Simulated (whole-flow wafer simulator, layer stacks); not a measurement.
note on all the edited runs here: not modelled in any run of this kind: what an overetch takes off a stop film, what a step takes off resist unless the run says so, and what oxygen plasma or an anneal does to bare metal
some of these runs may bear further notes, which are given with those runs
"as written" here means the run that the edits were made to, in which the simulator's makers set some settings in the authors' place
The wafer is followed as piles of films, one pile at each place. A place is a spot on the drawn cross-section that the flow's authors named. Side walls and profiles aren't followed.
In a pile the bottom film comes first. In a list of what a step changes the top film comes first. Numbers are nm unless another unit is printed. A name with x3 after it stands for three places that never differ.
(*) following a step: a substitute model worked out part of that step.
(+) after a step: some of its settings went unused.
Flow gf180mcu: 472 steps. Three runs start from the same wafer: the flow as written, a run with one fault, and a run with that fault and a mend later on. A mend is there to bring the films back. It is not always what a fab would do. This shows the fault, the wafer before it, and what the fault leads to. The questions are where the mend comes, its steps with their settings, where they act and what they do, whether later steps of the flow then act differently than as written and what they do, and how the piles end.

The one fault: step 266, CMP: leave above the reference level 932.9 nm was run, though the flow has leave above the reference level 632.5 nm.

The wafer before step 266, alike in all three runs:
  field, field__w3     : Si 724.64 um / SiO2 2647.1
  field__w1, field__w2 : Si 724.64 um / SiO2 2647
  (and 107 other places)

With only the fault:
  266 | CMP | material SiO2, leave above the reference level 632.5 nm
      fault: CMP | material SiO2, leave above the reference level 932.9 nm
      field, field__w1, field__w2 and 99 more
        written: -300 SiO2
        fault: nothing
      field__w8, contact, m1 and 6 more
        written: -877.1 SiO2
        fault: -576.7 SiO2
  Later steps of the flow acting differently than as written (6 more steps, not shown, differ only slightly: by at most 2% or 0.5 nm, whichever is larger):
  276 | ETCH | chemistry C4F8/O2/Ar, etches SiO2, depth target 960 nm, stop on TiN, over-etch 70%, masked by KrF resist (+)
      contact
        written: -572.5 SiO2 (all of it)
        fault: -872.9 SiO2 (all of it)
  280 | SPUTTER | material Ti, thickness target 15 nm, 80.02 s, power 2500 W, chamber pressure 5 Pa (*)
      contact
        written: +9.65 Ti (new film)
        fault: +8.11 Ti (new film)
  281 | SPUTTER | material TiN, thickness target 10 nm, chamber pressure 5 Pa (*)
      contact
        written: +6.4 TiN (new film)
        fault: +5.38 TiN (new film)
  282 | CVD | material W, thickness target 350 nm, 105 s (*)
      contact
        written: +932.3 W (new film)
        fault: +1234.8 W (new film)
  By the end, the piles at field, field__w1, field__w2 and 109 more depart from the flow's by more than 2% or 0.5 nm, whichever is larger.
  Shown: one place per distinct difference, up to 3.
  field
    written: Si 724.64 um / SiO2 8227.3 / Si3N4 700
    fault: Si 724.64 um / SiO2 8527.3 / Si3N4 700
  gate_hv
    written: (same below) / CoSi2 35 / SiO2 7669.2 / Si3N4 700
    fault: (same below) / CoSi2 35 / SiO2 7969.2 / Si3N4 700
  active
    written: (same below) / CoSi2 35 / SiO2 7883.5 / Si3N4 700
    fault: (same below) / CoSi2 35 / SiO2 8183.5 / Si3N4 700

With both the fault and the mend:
  The mend stands after step 266.
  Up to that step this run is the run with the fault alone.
  266a | CMP | material SiO2, leave above the reference level 632.5 nm (a further turn of the flow's step 266)
      field, field__w1, field__w2 and 99 more
        -300 SiO2
      field__w8, contact, m1 and 6 more
        -300.4 SiO2
  Every later step of the flow that is run acts as written at every place that is followed.
  The piles end the same as the flow's at every place that both follow.
